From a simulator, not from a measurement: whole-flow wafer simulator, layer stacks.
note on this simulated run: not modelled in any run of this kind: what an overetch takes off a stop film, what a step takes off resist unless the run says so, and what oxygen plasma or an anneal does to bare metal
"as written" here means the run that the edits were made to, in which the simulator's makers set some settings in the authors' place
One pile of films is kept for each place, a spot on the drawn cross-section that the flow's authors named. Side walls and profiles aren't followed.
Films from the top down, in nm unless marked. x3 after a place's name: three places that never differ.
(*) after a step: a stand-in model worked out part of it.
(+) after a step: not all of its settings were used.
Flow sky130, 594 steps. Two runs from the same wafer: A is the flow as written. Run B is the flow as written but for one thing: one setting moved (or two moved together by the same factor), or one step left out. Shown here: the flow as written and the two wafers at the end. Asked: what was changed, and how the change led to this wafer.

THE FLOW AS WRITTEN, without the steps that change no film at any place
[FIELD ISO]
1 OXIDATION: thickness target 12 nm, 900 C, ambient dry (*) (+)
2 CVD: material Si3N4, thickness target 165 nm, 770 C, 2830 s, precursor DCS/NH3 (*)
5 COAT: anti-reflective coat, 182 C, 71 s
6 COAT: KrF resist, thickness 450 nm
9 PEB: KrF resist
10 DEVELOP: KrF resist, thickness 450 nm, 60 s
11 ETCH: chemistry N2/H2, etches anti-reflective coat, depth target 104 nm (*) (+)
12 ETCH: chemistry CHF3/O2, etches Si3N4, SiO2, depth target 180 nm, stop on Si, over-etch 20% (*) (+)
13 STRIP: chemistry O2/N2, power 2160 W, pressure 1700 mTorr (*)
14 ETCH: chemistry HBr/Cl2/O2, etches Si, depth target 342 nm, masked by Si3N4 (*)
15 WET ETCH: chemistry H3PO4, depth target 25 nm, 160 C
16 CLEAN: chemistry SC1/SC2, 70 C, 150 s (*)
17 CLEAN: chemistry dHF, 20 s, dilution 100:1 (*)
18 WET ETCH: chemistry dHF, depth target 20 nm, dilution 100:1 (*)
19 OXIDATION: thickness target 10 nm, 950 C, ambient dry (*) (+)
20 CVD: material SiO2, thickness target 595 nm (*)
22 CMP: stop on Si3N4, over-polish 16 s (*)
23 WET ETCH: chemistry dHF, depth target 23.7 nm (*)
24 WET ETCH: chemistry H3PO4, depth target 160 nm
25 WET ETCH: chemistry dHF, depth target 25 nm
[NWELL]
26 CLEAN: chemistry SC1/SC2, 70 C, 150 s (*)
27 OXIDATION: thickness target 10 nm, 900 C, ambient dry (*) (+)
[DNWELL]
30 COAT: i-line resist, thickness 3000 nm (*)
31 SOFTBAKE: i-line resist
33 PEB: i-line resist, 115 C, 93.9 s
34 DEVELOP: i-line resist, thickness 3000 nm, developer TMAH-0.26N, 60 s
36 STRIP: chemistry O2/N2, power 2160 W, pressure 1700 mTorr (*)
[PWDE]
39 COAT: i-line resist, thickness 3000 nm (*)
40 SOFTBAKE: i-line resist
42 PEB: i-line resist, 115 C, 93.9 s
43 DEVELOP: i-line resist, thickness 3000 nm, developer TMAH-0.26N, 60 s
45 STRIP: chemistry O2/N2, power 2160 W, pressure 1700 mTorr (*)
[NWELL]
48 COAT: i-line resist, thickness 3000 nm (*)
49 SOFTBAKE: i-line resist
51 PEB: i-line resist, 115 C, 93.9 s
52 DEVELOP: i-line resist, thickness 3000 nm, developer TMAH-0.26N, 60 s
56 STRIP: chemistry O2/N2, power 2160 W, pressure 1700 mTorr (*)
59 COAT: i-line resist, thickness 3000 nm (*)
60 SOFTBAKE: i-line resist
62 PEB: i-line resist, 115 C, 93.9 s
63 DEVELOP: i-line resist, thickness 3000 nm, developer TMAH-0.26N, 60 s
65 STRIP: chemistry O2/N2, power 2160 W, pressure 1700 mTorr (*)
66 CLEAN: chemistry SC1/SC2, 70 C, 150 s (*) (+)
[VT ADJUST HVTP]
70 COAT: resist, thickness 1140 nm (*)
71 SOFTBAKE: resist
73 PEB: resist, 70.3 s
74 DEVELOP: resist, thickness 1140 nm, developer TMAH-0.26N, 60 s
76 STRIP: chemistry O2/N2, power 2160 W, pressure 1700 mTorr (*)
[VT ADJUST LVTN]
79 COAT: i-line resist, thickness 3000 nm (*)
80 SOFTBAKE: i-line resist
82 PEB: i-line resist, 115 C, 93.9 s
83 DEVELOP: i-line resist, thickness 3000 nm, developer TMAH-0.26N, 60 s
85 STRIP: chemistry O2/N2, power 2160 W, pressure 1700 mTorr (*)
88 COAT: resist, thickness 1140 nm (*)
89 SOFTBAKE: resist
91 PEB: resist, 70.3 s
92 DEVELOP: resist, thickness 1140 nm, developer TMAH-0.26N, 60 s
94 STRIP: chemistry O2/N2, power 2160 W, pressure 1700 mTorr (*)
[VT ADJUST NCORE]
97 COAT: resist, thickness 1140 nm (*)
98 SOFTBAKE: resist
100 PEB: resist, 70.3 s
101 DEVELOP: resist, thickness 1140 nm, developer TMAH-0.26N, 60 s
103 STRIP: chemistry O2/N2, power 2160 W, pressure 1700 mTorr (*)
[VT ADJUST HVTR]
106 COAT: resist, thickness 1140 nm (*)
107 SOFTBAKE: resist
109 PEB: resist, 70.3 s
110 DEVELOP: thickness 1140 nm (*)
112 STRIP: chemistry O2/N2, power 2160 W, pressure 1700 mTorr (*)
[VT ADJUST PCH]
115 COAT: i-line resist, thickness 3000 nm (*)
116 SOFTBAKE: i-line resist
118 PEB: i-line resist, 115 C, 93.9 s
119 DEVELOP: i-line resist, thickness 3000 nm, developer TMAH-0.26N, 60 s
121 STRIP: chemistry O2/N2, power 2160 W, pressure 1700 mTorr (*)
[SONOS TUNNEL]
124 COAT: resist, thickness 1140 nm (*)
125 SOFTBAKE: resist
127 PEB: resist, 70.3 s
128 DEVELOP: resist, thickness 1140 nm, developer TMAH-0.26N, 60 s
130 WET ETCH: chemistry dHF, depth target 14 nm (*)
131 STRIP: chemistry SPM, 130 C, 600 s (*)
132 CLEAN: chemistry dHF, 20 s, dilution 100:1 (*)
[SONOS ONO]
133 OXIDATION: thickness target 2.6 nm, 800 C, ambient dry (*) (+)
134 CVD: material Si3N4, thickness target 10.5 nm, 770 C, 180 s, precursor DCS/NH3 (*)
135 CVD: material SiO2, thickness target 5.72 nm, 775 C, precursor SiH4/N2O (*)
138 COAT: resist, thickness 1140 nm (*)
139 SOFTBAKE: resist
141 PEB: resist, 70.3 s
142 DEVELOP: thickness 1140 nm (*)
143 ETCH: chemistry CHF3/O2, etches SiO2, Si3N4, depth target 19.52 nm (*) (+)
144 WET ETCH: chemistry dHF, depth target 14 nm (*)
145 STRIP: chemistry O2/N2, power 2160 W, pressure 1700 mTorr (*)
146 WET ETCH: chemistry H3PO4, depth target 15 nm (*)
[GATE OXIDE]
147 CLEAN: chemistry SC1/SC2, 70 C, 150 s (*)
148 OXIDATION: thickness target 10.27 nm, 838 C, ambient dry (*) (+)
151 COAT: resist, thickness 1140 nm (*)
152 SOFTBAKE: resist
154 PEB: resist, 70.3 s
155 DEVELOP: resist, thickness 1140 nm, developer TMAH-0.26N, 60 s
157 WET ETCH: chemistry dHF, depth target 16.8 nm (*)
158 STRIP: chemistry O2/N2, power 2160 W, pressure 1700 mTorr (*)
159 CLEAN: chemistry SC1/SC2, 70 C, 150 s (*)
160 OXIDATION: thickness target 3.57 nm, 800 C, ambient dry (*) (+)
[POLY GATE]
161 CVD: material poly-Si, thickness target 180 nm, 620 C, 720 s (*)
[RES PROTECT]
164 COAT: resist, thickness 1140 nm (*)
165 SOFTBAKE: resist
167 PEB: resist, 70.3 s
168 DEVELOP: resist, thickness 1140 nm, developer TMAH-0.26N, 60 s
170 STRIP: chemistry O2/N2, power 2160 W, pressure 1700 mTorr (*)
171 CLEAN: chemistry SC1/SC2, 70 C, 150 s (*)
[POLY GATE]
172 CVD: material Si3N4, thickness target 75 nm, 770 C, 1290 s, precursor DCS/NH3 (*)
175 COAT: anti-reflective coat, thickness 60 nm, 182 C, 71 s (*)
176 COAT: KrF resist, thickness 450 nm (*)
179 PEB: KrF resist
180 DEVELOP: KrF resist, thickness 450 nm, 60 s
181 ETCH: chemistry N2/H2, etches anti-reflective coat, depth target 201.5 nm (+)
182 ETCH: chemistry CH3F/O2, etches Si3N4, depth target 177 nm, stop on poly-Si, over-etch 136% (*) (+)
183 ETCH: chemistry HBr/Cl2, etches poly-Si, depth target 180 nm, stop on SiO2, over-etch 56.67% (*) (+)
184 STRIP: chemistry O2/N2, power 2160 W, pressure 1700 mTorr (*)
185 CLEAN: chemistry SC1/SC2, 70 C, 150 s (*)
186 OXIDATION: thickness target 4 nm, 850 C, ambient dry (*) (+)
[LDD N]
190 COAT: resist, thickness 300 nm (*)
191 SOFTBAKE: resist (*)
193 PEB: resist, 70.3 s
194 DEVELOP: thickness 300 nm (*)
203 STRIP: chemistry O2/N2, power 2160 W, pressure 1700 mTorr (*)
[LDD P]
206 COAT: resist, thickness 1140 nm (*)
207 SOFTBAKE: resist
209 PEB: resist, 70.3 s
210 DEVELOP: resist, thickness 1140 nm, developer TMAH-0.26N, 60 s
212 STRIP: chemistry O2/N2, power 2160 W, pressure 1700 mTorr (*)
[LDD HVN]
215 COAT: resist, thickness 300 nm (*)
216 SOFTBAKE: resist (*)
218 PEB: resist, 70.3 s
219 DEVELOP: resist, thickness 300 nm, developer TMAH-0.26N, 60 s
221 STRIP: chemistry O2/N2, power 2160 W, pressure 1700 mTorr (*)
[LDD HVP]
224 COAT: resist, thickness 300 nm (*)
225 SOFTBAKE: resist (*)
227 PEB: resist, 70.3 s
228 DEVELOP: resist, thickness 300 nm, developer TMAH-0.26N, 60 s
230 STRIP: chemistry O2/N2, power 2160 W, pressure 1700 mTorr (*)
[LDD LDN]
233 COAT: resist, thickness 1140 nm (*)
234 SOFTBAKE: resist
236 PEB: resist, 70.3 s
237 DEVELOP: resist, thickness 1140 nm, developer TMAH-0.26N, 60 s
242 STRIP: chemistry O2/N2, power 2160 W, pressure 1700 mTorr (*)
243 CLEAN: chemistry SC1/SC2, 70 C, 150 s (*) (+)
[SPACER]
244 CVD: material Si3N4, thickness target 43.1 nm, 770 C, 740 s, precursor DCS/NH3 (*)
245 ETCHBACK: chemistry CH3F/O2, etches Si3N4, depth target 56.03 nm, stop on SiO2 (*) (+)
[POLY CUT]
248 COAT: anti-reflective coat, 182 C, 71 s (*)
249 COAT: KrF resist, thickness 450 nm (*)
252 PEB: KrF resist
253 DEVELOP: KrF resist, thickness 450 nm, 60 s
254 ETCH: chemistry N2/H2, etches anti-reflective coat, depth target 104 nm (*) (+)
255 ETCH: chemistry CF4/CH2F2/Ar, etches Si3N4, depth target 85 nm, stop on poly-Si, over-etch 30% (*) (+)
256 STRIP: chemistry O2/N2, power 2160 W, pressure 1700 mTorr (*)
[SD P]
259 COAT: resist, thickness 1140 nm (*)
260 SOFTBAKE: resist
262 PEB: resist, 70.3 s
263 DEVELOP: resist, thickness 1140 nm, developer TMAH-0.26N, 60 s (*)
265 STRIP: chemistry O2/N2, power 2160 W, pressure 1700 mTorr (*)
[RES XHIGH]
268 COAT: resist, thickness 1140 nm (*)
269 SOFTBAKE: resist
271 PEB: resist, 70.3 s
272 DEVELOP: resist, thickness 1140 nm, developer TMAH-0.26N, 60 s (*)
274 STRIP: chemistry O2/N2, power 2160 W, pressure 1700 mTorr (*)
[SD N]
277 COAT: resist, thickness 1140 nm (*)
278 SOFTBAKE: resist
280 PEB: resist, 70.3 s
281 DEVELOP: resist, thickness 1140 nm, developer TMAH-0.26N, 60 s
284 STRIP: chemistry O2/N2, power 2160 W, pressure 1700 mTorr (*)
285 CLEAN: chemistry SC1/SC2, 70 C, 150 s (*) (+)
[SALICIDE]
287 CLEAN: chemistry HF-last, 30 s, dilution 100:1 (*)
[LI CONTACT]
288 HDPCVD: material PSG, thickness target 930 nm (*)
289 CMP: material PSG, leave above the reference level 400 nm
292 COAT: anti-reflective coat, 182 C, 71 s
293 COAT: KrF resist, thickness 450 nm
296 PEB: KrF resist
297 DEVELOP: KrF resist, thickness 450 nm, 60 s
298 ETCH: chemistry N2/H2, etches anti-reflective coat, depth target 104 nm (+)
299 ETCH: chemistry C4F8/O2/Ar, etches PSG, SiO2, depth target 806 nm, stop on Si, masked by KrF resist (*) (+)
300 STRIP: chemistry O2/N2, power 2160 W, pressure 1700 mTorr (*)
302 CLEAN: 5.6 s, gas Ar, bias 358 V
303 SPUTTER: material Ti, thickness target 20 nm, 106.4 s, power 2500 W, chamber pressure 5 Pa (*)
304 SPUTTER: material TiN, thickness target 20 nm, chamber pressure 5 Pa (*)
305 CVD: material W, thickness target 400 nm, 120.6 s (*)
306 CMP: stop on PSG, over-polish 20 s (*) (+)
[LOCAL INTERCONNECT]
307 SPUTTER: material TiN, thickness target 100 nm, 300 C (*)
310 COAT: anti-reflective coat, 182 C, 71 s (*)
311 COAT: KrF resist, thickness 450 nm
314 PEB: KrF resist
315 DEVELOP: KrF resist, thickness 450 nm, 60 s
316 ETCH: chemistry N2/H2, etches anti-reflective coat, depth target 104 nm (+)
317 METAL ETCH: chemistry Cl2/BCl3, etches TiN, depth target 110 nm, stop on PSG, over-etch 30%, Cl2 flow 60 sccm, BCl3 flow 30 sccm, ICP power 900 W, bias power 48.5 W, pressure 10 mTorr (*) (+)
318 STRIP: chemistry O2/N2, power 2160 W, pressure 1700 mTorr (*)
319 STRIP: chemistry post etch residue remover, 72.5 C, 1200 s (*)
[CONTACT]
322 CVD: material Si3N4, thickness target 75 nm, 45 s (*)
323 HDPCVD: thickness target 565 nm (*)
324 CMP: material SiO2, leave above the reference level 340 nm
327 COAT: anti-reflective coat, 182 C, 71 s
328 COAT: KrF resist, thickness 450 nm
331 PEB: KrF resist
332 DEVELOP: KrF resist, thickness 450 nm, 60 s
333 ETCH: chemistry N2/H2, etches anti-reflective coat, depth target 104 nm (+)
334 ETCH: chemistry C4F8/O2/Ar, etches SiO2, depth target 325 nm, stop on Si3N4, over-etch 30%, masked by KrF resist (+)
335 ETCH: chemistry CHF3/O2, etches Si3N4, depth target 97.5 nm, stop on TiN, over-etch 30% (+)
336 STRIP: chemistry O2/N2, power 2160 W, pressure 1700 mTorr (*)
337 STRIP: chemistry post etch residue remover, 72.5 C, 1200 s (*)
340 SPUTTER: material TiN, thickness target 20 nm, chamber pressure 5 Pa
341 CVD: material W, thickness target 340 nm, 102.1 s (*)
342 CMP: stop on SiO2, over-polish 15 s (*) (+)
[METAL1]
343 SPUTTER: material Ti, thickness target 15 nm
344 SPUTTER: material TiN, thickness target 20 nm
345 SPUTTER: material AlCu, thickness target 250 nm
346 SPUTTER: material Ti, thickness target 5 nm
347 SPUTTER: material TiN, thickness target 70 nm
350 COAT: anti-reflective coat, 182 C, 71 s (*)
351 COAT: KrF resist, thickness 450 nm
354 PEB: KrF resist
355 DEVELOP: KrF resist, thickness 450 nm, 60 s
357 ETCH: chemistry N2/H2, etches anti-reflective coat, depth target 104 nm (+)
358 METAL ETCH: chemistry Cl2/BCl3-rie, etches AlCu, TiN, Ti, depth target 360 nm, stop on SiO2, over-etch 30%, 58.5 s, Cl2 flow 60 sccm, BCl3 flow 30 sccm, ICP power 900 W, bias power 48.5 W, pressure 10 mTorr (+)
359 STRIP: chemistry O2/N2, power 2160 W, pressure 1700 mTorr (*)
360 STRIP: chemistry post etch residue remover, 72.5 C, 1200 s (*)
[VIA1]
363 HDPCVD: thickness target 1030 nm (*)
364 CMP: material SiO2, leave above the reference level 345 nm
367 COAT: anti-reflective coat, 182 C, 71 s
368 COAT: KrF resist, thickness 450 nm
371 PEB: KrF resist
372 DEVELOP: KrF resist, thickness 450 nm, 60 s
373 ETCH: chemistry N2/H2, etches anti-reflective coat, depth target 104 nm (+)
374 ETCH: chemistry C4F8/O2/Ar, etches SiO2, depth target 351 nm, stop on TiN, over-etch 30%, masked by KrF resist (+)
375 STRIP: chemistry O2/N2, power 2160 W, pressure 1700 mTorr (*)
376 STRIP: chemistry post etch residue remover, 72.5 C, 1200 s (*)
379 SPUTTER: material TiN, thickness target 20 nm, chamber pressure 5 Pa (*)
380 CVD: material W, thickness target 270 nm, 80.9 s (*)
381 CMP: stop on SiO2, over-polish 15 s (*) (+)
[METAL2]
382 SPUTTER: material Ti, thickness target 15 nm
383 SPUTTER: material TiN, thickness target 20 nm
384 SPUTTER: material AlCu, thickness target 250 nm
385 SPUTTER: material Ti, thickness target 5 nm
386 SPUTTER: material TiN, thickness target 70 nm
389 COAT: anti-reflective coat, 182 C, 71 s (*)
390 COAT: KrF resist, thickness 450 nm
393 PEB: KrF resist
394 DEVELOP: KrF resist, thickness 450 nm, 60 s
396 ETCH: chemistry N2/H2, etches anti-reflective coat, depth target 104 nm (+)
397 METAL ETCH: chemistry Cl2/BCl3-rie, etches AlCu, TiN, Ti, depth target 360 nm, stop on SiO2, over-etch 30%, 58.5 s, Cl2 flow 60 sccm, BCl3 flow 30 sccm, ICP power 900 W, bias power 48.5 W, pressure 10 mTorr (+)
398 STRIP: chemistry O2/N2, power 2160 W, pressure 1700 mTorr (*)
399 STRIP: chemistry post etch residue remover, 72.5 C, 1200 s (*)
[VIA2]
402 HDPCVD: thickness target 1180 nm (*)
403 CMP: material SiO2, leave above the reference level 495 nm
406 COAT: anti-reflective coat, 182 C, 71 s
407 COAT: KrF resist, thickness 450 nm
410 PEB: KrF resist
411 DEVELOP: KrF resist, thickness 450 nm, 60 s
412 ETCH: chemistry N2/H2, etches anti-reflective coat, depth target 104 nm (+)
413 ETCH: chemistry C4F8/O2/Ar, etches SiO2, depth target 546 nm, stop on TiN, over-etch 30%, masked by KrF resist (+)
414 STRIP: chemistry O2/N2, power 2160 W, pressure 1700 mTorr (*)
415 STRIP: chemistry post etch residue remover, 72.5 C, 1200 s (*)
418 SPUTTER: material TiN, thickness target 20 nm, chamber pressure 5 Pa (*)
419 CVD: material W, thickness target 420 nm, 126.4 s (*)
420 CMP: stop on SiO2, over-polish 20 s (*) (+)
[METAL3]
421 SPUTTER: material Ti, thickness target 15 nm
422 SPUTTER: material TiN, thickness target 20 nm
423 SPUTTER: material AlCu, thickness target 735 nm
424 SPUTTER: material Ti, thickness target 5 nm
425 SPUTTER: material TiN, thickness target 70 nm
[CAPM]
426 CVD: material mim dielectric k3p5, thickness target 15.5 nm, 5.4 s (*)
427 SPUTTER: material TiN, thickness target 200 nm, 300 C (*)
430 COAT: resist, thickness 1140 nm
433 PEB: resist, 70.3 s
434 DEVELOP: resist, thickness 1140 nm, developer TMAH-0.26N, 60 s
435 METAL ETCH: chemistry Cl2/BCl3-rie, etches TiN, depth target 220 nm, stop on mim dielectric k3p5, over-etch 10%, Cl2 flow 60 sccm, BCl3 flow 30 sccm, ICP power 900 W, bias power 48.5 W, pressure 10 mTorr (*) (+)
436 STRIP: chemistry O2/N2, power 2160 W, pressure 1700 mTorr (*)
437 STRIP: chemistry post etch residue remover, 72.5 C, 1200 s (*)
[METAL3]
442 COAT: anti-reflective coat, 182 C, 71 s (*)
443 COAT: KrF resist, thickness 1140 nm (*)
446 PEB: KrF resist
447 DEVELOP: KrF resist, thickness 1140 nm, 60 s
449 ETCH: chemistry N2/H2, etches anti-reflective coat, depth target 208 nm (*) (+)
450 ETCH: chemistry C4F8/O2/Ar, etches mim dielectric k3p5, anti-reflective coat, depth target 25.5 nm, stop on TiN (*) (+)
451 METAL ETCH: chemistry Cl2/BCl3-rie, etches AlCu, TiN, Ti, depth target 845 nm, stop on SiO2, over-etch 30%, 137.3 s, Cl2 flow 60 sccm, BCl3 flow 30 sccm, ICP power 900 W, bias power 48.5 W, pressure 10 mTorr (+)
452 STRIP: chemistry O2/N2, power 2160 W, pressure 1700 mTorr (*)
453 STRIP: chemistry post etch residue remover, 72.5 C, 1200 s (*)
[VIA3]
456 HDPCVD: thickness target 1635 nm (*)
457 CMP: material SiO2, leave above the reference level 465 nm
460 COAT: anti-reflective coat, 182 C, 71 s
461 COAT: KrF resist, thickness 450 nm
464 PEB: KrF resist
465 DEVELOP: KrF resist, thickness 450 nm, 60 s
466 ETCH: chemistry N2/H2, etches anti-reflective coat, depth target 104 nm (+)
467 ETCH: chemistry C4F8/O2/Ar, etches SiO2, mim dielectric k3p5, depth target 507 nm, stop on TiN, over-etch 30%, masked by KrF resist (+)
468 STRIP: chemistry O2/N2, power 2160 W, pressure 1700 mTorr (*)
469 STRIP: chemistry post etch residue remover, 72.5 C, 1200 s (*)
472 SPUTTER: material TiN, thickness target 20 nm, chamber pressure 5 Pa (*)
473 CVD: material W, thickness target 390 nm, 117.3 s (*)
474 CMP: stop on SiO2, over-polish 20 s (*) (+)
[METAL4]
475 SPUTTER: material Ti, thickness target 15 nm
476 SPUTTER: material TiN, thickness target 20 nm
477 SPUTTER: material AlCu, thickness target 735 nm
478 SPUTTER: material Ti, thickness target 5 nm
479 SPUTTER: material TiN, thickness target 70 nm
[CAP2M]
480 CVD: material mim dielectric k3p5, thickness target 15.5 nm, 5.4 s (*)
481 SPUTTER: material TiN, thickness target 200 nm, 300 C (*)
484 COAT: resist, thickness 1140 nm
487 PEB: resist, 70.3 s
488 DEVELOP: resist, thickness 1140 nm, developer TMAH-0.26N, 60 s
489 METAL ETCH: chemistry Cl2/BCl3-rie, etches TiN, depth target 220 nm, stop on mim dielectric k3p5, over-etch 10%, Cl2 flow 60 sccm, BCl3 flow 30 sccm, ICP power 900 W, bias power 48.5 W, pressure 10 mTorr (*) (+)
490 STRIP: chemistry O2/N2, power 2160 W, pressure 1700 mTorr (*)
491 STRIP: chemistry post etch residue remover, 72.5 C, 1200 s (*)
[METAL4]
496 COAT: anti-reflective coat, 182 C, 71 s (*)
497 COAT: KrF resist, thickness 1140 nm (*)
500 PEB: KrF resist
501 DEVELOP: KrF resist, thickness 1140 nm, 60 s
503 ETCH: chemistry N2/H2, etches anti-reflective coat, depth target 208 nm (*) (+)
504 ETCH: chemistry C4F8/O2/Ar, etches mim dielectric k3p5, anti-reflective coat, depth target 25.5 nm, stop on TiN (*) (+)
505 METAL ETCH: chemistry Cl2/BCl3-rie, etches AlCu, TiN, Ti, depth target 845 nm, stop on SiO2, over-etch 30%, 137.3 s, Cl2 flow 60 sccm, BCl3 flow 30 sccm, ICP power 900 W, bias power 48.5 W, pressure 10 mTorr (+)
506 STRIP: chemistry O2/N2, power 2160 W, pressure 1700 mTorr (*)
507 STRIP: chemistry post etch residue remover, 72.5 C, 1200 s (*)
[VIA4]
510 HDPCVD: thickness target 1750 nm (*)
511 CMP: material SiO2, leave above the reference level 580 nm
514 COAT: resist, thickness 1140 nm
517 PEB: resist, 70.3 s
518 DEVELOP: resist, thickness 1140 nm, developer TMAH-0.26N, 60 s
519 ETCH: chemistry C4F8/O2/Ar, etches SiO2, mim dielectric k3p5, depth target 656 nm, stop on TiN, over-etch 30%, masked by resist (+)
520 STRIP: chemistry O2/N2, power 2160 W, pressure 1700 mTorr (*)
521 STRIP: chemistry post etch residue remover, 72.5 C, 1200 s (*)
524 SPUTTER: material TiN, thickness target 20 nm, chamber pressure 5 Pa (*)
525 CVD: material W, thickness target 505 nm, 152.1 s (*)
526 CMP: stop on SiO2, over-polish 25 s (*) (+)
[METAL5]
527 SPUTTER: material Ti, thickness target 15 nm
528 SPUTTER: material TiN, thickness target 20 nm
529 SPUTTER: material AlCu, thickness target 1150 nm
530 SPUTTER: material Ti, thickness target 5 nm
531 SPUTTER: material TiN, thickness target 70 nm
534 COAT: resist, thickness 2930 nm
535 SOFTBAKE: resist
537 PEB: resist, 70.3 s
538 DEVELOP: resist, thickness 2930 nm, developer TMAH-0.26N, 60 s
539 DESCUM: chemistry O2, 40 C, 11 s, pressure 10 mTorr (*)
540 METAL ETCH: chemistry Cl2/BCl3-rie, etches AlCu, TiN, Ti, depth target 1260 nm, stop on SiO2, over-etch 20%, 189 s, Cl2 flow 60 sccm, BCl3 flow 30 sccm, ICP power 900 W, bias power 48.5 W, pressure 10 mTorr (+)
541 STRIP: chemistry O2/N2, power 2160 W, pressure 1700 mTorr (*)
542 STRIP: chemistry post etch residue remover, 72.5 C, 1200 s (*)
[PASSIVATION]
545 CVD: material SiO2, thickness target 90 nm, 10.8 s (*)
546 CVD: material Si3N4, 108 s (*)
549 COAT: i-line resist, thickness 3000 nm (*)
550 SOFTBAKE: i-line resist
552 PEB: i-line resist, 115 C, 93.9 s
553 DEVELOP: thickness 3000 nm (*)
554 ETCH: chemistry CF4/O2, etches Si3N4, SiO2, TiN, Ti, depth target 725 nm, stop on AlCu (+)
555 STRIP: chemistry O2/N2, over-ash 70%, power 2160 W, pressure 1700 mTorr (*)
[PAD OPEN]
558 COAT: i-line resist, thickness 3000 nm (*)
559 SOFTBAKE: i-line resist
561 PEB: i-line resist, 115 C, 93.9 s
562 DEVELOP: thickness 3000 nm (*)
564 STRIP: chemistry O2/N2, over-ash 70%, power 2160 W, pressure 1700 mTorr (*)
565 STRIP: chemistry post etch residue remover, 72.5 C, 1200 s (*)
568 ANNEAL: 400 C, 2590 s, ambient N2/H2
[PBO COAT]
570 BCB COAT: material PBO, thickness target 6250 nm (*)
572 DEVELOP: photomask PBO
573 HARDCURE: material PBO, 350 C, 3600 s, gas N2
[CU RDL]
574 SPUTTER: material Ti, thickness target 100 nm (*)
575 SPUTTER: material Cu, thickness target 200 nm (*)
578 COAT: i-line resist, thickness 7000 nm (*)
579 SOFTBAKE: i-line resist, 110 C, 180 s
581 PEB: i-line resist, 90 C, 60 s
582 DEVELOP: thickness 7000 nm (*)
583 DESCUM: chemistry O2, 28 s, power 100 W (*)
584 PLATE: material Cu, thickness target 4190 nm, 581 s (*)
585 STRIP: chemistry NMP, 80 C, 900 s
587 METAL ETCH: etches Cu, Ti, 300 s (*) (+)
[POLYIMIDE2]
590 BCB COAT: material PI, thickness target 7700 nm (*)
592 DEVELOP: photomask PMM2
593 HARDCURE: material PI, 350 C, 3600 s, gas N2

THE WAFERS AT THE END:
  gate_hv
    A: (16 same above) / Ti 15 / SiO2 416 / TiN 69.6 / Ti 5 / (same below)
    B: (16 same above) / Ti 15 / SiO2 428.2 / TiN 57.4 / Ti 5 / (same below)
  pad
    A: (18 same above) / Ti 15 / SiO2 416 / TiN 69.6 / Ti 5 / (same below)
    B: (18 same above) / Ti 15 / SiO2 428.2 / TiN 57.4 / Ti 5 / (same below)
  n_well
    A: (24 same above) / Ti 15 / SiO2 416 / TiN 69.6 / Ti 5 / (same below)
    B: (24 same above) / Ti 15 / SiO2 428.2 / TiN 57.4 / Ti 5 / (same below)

The cause: step 386, SPUTTER: thickness target 57.8 nm was run, where the flow has thickness target 70 nm.

How the change led to this, step by step:
  386 SPUTTER: material TiN, thickness target 70 nm
      field, active, n_well and 188 more: A TiN +70 (new film) | B TiN +57.8 (new film)
  397 METAL ETCH: chemistry Cl2/BCl3-rie, etches AlCu, TiN, Ti, depth target 360 nm, stop on SiO2, over-etch 30%, 58.5 s, Cl2 flow 60 sccm, BCl3 flow 30 sccm, ICP power 900 W, bias power 48.5 W, pressure 10 mTorr (+)
      field, active, gate and 82 more: A TiN -68.7 (all of it), Ti -5 (all of it), AlCu -250 (all of it), TiN -20 (all of it), Ti -15 (all of it), SiO2 -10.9 | B TiN -56.5 (all of it), Ti -5 (all of it), AlCu -250 (all of it), TiN -20 (all of it), Ti -15 (all of it), SiO2 -12.2
  413 ETCH: chemistry C4F8/O2/Ar, etches SiO2, depth target 546 nm, stop on TiN, over-etch 30%, masked by KrF resist (+)
      m1: A SiO2 -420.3 (all of it) | B SiO2 -432.5 (all of it)
      via2_hole: A SiO2 -419.8 (all of it) | B SiO2 -432 (all of it)
